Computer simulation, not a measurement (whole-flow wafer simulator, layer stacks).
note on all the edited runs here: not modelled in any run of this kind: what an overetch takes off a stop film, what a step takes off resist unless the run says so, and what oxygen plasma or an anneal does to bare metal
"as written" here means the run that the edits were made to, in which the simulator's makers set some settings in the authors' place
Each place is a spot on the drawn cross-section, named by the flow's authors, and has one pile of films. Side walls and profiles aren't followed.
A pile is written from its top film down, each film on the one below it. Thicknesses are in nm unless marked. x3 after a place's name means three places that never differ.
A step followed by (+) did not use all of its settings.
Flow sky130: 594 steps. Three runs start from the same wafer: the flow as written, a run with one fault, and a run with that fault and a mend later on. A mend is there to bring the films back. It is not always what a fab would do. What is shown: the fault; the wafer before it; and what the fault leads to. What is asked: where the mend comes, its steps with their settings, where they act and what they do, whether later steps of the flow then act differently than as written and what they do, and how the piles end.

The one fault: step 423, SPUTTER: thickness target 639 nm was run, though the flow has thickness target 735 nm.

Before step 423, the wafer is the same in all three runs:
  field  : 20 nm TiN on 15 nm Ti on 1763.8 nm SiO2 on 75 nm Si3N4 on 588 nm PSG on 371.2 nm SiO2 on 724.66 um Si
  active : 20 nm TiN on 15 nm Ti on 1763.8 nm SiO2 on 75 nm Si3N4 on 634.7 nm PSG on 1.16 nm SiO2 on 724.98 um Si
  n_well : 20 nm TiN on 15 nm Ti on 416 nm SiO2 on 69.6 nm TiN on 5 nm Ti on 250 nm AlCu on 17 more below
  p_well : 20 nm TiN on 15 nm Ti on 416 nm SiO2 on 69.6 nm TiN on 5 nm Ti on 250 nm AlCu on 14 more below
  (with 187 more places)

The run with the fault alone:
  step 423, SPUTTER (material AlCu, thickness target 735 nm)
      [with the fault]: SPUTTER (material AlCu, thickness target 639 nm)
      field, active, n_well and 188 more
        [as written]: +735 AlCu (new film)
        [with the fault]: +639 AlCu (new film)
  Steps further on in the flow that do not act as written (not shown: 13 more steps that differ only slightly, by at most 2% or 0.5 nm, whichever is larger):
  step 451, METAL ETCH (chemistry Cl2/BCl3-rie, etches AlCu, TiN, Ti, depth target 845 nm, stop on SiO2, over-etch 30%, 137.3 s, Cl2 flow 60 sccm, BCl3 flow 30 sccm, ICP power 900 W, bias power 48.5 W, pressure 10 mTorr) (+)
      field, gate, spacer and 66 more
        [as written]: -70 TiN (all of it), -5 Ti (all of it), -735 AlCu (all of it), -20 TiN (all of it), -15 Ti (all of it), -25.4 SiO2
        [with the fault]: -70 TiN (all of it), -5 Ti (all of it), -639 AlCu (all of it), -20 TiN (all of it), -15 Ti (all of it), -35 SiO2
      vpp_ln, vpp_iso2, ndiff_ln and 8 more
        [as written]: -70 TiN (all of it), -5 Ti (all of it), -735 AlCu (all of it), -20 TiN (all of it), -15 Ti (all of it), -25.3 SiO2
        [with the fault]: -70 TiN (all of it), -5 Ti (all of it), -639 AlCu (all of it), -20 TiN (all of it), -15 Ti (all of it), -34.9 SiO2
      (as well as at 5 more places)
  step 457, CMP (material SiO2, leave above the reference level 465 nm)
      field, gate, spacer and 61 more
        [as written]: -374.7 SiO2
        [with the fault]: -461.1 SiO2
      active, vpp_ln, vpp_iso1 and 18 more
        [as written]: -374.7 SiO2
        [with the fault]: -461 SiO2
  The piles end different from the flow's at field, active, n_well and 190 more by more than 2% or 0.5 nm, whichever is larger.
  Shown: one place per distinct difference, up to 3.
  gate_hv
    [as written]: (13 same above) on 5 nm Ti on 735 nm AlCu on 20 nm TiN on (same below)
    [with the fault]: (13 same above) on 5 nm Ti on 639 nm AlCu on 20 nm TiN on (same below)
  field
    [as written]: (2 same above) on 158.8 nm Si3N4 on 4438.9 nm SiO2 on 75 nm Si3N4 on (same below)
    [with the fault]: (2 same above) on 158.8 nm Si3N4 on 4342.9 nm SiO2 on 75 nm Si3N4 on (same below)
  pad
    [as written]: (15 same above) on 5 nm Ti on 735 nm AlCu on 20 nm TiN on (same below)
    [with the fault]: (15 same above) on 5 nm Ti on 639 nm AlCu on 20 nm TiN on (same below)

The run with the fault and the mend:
  After step 423 comes the mend.
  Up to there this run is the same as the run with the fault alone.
  step 423a, SPUTTER (material AlCu, thickness target 96 nm) (the flow's step 423 again, with other settings)
      field, active, n_well and 188 more
        +96 AlCu
  Every later step of the flow that is run acts as written at every place that is followed.
  The piles end the same as the flow's at every place that both follow.
